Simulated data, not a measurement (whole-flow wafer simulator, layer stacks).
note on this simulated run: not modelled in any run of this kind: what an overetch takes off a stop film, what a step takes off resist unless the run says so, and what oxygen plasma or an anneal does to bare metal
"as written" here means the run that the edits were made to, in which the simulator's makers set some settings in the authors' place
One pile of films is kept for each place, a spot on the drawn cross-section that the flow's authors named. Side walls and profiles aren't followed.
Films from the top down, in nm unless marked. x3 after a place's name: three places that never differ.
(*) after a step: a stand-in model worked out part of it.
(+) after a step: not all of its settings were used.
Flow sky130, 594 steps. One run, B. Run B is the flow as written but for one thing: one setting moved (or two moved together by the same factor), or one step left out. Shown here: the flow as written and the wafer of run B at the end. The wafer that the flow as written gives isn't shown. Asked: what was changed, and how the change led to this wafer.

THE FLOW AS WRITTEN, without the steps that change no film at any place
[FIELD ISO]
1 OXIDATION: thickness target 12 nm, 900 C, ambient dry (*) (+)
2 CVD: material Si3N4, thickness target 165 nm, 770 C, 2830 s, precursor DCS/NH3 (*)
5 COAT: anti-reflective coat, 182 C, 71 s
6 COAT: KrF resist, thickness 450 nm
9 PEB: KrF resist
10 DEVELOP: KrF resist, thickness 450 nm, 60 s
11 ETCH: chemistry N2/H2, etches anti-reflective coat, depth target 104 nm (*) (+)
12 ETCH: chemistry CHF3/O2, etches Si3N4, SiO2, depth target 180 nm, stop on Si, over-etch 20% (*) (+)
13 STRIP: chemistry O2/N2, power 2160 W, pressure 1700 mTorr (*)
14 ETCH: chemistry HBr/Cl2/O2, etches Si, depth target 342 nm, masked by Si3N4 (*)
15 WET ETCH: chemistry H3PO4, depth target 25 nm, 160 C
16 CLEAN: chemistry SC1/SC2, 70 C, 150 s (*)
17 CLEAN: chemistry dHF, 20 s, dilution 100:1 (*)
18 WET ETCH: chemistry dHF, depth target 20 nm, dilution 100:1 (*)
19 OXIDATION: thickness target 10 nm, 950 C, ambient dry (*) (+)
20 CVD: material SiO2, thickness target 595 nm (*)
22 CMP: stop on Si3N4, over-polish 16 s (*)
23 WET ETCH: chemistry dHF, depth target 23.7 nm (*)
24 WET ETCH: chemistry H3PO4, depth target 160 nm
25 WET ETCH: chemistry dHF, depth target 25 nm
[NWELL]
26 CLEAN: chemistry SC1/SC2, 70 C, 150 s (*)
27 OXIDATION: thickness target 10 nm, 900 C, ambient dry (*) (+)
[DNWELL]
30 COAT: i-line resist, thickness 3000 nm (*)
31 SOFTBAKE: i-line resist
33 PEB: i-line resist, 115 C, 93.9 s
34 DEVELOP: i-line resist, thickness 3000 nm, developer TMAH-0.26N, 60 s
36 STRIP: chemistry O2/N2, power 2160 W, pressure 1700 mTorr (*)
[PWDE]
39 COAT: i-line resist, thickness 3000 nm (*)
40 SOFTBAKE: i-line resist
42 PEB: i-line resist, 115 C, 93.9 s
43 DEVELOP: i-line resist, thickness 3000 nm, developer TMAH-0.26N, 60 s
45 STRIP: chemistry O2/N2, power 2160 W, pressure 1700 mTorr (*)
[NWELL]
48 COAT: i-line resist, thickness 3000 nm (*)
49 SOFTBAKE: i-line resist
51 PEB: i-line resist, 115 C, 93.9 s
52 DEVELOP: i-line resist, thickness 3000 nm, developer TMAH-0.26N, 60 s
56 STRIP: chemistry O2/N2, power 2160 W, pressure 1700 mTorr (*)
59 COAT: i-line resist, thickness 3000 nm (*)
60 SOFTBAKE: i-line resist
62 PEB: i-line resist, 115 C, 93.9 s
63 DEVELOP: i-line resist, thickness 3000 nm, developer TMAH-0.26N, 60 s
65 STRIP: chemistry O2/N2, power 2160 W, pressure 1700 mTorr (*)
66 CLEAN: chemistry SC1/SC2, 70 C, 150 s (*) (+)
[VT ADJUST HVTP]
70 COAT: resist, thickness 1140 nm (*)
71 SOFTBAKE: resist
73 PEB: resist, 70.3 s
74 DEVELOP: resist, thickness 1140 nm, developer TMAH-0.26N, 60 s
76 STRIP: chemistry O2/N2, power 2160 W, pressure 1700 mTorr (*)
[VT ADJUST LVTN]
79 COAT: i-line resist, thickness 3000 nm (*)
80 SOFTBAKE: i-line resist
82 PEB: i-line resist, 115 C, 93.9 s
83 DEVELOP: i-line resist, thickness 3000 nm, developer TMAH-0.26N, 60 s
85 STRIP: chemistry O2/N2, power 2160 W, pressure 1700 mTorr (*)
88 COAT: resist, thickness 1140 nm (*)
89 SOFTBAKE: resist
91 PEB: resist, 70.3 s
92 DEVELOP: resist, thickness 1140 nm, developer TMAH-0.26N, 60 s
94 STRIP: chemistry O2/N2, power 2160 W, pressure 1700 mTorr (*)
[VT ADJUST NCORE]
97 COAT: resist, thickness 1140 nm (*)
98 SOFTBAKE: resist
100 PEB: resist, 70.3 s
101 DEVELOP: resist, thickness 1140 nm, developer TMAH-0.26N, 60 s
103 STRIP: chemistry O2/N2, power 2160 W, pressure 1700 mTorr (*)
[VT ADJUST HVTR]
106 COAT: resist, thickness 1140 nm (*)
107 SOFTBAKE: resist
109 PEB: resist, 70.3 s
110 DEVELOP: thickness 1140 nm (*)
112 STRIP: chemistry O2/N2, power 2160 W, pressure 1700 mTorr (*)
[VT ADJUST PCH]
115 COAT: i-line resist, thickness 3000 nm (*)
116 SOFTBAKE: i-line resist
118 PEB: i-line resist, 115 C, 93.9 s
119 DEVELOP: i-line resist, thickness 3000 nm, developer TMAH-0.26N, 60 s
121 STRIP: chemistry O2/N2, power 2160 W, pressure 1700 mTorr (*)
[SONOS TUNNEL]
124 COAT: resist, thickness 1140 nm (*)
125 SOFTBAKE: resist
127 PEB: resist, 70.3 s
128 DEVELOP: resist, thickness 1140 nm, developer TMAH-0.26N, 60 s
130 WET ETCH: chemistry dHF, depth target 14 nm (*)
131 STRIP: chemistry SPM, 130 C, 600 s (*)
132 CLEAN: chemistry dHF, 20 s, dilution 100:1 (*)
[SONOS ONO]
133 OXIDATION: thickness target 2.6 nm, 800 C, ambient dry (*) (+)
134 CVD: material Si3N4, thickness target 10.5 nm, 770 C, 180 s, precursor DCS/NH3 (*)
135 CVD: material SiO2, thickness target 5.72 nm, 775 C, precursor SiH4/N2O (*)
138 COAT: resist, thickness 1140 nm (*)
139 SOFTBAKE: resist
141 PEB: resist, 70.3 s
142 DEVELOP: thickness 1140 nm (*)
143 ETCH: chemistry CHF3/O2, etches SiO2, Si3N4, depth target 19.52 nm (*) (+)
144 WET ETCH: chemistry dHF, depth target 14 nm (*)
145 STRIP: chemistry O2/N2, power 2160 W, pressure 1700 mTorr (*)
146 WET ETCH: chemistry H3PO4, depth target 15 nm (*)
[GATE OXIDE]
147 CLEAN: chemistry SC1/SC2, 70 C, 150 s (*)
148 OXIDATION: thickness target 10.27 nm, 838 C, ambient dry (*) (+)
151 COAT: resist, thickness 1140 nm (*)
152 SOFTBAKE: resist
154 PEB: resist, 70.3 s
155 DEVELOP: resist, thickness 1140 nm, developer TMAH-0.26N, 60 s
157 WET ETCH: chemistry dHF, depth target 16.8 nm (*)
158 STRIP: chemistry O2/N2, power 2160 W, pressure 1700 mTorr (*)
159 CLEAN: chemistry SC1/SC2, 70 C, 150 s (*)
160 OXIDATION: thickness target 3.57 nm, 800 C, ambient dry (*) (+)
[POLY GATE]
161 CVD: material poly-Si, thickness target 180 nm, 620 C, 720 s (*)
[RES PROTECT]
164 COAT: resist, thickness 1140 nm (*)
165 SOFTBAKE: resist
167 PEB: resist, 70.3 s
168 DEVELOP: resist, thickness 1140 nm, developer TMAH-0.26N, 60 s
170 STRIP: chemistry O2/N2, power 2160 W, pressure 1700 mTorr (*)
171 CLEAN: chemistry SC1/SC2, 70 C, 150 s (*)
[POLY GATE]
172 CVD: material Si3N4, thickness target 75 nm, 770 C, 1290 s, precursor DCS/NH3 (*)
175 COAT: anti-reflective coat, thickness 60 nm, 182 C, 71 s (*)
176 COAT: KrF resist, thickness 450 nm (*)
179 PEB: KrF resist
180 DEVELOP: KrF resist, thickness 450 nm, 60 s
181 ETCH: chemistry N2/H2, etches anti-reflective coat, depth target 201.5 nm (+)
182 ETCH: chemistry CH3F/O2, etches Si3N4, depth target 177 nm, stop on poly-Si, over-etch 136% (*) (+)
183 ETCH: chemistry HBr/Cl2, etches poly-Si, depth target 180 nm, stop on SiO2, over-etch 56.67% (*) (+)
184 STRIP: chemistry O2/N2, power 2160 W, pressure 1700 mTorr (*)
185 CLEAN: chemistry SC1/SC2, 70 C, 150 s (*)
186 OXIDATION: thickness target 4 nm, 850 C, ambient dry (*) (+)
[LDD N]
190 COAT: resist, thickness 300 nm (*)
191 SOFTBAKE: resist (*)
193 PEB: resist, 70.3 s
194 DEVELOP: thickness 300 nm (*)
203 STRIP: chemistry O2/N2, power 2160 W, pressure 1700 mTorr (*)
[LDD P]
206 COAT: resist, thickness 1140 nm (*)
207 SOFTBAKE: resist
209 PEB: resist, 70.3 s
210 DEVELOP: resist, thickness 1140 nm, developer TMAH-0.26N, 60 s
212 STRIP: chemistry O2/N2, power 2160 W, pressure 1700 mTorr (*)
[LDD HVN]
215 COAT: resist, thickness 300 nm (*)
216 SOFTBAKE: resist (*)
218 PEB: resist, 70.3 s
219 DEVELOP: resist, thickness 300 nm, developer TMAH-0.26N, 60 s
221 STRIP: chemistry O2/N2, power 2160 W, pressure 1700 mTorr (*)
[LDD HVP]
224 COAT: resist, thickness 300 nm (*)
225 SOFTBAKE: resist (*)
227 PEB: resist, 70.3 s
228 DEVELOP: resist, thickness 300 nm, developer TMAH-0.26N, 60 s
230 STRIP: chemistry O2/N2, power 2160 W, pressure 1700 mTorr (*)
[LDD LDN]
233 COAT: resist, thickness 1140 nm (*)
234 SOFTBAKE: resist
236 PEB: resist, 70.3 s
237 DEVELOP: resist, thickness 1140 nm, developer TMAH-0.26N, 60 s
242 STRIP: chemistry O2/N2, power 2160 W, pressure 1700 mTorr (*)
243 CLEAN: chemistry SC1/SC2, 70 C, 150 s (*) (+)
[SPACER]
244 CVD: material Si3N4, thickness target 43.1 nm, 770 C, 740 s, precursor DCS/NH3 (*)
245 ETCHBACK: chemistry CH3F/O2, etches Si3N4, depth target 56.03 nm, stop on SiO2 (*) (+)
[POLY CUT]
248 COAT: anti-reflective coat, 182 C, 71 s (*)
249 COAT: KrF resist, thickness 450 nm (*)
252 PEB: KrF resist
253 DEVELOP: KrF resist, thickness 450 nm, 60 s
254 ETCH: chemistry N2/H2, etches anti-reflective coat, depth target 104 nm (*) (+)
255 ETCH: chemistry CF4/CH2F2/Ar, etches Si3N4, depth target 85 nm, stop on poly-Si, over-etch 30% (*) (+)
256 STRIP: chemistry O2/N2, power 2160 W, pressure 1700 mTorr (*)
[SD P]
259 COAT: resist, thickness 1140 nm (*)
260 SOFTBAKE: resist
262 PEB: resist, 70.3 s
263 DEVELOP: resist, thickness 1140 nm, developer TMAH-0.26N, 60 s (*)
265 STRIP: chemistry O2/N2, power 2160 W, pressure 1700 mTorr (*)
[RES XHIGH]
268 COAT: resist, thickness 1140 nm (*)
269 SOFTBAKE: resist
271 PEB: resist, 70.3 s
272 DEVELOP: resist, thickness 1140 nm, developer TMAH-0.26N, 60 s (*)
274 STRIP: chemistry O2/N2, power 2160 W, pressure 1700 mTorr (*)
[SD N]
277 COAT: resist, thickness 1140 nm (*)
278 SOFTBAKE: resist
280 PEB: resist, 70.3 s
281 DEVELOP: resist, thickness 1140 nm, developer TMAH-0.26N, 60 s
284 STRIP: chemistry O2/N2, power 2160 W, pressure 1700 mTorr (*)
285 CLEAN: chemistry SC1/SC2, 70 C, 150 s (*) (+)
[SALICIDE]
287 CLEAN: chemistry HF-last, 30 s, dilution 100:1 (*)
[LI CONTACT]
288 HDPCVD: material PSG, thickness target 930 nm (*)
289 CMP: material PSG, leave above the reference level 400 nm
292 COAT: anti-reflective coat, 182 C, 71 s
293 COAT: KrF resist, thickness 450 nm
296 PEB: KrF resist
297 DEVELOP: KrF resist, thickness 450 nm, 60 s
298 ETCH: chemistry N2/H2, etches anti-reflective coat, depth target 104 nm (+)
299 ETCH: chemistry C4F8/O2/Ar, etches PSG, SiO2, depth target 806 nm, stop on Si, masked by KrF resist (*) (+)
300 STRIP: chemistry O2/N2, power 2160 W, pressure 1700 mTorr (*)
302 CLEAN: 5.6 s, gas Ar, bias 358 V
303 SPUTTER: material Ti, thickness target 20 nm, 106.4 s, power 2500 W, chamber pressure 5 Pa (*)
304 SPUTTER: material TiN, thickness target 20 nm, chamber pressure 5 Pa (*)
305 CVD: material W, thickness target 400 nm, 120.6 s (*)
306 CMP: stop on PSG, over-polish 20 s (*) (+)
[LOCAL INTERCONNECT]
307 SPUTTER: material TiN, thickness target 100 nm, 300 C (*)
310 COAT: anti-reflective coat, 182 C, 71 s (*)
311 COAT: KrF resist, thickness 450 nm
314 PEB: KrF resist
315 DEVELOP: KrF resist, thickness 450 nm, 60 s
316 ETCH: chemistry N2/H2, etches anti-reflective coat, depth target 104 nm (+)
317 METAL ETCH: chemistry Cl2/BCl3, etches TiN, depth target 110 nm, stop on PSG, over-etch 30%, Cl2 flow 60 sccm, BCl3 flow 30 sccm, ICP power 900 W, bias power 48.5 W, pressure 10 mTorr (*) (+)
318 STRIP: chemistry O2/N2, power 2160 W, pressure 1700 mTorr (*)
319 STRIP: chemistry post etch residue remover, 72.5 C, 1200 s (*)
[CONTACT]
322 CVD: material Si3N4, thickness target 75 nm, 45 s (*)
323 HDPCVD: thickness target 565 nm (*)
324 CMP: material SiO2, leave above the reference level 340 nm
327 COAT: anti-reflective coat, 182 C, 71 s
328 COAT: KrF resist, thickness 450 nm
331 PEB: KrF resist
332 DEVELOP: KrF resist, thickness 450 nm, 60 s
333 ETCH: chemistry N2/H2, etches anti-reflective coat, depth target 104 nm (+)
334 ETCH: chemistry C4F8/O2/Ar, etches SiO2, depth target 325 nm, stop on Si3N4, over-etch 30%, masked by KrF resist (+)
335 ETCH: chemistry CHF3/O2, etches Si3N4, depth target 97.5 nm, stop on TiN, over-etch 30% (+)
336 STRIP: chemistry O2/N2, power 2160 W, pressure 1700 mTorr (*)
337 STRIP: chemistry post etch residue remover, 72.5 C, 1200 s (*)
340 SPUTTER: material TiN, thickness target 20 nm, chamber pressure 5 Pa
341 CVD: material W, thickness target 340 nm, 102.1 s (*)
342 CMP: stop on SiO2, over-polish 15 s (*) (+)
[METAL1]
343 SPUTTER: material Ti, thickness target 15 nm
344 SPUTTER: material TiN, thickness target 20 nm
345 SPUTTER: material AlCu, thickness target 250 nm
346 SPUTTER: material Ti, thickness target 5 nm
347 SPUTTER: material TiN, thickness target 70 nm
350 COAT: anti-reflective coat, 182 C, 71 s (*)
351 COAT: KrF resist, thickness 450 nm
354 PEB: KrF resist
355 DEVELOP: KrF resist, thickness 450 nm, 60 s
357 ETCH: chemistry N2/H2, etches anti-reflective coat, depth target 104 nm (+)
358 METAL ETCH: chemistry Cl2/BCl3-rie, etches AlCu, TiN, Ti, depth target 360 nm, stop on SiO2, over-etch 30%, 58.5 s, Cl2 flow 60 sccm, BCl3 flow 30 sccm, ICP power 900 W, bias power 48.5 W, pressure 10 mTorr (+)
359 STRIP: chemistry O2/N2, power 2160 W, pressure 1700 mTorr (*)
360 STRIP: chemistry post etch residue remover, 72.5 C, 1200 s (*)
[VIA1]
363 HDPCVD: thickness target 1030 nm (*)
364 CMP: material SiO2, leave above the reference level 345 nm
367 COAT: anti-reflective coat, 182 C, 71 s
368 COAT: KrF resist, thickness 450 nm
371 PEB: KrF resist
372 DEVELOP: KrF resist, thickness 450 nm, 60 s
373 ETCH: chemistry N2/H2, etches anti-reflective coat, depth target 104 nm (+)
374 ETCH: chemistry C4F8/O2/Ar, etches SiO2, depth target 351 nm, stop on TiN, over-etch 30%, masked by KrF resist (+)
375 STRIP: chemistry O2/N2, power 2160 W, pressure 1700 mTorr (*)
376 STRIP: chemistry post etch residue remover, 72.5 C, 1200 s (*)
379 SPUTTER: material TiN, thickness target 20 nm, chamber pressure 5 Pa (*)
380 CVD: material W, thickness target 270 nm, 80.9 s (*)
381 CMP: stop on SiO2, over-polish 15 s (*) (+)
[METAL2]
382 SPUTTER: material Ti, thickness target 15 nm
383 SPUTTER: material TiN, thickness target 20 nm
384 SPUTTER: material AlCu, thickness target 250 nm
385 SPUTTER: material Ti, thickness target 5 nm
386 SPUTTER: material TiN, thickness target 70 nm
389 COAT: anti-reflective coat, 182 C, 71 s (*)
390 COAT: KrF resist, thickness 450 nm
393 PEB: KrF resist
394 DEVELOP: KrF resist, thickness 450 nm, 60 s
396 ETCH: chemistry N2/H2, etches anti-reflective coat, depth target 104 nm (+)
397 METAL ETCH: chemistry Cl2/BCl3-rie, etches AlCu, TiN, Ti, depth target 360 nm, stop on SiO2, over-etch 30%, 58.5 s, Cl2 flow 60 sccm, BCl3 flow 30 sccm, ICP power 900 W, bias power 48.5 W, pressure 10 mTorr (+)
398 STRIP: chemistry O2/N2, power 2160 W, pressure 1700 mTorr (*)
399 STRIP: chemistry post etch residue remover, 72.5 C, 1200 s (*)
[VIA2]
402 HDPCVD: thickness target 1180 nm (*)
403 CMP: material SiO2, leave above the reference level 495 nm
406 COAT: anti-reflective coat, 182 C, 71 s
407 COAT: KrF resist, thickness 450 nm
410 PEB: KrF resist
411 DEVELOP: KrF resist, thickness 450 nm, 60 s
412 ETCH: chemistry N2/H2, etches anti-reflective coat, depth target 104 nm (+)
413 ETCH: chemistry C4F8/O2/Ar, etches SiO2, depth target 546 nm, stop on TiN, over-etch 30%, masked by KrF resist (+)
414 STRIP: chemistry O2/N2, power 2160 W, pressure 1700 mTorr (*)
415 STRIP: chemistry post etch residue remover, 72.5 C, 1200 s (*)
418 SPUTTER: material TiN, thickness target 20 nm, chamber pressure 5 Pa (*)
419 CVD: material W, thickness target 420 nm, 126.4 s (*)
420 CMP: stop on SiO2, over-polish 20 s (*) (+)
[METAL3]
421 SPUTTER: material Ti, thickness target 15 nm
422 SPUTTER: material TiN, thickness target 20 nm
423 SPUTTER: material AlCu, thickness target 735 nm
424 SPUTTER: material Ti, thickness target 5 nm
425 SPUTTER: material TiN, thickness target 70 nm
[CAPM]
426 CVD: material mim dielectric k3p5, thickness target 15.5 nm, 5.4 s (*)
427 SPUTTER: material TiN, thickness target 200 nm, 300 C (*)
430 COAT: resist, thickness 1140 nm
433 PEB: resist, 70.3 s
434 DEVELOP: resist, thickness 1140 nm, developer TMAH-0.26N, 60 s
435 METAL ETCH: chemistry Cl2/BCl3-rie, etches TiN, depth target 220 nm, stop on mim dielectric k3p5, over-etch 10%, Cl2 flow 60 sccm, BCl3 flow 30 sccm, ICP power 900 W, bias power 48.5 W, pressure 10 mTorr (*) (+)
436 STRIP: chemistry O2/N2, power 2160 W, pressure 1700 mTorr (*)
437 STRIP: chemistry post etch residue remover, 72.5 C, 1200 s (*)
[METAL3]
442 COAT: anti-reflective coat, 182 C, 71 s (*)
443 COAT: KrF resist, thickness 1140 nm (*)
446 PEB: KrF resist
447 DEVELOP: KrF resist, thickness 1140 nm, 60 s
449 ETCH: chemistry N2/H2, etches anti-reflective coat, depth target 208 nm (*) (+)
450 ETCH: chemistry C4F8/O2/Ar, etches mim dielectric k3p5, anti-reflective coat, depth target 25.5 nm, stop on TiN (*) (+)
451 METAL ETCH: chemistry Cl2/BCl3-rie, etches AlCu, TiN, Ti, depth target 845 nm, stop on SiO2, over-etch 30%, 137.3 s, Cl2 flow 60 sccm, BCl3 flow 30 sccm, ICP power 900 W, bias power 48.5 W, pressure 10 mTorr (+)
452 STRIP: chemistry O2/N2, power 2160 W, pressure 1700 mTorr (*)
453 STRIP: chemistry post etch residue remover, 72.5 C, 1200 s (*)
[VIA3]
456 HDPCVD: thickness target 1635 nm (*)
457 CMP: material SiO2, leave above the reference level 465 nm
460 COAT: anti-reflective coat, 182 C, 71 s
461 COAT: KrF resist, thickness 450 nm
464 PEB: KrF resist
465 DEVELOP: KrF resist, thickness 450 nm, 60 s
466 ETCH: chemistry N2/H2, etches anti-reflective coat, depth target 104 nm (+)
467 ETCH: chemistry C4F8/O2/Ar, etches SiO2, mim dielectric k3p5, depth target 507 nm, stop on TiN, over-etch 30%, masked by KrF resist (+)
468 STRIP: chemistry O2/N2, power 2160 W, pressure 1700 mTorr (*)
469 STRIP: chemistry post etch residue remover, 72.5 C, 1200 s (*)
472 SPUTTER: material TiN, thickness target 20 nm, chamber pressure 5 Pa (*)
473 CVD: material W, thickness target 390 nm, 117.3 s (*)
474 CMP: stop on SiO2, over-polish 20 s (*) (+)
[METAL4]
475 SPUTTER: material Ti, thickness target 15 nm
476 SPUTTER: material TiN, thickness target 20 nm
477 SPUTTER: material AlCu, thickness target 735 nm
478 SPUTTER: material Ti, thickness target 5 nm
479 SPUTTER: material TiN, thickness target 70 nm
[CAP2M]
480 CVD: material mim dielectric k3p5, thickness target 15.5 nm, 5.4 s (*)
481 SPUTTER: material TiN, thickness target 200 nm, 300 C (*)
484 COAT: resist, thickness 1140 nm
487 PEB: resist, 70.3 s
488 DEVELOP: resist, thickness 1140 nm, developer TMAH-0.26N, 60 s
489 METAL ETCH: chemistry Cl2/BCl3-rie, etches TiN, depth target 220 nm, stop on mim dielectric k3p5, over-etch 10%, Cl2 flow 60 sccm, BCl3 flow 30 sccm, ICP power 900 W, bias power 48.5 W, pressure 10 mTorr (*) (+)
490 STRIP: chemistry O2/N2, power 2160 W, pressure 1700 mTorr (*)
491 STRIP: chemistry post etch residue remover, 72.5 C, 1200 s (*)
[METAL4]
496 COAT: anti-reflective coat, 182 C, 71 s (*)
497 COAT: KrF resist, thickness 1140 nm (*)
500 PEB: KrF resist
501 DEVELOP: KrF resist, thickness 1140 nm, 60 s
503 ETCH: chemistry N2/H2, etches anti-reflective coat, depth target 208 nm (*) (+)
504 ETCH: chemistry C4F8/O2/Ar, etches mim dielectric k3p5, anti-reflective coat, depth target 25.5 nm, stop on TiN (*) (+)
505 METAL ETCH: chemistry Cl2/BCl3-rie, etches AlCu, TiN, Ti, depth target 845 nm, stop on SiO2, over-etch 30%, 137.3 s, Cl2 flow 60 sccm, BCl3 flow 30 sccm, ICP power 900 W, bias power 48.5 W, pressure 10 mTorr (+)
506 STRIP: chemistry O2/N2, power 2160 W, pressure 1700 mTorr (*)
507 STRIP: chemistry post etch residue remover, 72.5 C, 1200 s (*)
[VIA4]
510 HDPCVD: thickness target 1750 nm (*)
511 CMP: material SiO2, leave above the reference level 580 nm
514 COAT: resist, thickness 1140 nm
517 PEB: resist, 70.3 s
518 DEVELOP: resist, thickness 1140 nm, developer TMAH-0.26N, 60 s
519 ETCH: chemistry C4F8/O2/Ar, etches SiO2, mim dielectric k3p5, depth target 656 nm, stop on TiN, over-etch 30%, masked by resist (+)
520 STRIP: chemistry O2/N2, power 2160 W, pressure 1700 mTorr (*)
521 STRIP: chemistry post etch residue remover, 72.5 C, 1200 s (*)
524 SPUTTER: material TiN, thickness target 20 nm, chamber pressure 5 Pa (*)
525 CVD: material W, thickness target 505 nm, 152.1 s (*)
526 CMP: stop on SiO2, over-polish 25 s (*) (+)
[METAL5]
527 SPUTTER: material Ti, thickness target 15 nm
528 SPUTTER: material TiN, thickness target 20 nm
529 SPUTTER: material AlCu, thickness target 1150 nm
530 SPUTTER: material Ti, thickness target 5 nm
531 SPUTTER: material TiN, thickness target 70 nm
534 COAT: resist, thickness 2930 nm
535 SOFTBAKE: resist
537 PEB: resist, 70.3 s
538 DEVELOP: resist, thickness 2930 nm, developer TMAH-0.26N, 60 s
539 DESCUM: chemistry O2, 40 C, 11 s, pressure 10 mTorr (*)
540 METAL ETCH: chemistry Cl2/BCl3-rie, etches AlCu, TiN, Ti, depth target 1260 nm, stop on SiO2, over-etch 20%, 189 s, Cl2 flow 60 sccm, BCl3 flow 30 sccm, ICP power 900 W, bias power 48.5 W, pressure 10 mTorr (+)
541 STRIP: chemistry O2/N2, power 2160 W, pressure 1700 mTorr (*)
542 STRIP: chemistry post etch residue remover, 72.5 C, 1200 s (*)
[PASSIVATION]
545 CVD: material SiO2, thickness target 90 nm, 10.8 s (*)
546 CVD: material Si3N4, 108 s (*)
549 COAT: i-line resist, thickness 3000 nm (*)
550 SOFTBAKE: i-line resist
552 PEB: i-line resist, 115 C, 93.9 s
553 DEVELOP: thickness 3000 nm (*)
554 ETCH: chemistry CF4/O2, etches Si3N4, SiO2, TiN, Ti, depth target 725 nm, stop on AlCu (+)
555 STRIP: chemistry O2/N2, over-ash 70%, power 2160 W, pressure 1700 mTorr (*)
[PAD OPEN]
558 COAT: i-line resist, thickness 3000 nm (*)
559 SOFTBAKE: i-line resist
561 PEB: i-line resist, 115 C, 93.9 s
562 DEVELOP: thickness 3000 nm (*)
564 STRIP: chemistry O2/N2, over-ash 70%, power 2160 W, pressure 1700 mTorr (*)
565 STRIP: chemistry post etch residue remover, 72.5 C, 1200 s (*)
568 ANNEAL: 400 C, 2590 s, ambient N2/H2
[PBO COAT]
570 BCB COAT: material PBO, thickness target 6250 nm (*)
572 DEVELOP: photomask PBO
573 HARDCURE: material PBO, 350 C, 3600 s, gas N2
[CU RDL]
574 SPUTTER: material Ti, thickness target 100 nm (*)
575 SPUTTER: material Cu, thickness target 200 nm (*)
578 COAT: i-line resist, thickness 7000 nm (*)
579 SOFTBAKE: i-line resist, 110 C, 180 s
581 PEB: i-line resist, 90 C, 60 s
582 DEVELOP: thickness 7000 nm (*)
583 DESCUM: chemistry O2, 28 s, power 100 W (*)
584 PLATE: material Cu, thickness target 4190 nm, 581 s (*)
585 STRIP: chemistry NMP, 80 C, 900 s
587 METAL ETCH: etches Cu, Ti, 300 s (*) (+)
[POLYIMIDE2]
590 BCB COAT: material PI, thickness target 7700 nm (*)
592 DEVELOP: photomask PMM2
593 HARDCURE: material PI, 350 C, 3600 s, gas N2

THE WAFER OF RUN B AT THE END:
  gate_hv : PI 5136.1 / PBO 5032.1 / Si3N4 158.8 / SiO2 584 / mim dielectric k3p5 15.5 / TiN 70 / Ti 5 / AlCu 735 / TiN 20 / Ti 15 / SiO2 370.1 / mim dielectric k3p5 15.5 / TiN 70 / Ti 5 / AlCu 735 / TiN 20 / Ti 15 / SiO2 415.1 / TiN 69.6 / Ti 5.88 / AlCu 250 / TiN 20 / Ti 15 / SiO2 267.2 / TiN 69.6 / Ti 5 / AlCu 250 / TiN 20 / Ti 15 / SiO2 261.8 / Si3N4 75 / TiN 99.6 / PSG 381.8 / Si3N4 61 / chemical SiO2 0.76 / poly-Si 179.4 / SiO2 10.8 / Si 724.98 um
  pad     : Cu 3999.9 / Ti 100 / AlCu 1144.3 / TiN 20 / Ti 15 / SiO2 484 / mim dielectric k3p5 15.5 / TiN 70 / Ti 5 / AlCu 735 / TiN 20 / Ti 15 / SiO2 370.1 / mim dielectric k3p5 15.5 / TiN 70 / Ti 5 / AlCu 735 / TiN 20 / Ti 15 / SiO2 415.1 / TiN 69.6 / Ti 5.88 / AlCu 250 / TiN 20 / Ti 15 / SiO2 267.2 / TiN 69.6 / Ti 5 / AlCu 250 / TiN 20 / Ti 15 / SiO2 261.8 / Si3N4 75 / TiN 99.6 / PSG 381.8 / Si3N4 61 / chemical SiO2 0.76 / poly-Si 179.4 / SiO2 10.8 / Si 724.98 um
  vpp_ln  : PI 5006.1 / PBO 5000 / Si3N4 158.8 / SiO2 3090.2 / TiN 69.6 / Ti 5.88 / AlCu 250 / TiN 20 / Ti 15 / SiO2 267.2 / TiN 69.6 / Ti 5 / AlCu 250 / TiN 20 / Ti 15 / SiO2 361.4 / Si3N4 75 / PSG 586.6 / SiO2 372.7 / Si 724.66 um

The cause: step 385, SPUTTER: thickness target 5.88 nm was run, where the flow has thickness target 5 nm.
It can be read off the wafer: gate_hv has Ti 5.88, and step 385 as written asks for 5 nm.

How the change led to this, step by step:
  385 SPUTTER: material Ti, thickness target 5 nm
      field, active, n_well and 188 more: Ti +5.88 (new film) (as written it would be: Ti +5 (new film))
  397 METAL ETCH: chemistry Cl2/BCl3-rie, etches AlCu, TiN, Ti, depth target 360 nm, stop on SiO2, over-etch 30%, 58.5 s, Cl2 flow 60 sccm, BCl3 flow 30 sccm, ICP power 900 W, bias power 48.5 W, pressure 10 mTorr (+)
      field, active, gate and 82 more: TiN -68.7 (all of it), Ti -5.88 (all of it), AlCu -250 (all of it), TiN -20 (all of it), Ti -15 (all of it), SiO2 -10.8 (as written it would be: TiN -68.7 (all of it), Ti -5 (all of it), AlCu -250 (all of it), TiN -20 (all of it), Ti -15 (all of it), SiO2 -10.9)
